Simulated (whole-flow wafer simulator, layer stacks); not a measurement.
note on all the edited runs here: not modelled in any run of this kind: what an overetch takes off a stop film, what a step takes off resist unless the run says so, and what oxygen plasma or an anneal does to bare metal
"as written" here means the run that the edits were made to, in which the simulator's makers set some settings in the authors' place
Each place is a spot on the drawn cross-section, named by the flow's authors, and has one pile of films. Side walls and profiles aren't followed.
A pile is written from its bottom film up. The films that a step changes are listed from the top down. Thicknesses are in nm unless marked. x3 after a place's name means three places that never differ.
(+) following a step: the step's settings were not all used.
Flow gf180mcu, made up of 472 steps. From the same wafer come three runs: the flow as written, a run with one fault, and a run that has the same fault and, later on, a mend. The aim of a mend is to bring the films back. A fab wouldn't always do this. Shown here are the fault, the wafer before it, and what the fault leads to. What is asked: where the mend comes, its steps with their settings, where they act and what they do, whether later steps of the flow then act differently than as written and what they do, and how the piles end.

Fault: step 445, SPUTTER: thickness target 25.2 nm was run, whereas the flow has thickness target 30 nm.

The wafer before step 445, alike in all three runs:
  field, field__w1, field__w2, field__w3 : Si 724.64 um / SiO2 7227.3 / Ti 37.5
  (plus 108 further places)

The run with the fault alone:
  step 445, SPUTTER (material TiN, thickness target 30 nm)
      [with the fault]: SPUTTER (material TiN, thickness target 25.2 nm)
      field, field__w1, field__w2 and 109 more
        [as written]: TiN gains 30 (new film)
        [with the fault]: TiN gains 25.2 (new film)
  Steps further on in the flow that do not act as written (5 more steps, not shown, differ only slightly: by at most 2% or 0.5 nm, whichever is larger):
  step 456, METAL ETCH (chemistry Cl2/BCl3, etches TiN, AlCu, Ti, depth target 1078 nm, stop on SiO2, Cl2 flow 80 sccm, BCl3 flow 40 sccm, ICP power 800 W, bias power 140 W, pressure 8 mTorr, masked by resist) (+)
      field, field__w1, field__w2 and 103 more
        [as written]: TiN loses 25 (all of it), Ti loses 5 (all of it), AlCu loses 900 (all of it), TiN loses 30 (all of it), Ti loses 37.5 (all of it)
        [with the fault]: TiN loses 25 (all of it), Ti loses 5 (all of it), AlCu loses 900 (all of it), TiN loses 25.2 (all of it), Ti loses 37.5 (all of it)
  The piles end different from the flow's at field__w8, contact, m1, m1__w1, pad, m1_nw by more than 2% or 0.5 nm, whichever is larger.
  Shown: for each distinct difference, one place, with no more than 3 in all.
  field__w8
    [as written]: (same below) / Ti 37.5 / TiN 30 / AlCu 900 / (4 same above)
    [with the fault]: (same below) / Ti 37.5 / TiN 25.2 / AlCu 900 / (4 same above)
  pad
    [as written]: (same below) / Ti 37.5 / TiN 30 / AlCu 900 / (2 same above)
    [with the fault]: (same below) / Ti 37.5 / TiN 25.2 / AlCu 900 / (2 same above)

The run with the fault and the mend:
  The mend follows step 445.
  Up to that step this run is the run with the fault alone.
  step 445a, SPUTTER (material TiN, thickness target 4.8 nm) (the flow's step 445 again, with other settings)
      field, field__w1, field__w2 and 109 more
        TiN gains 4.8
  Later steps of the flow that are run all act as written at every place that is followed.
  At every place that both follow, the piles at the end match the flow's.
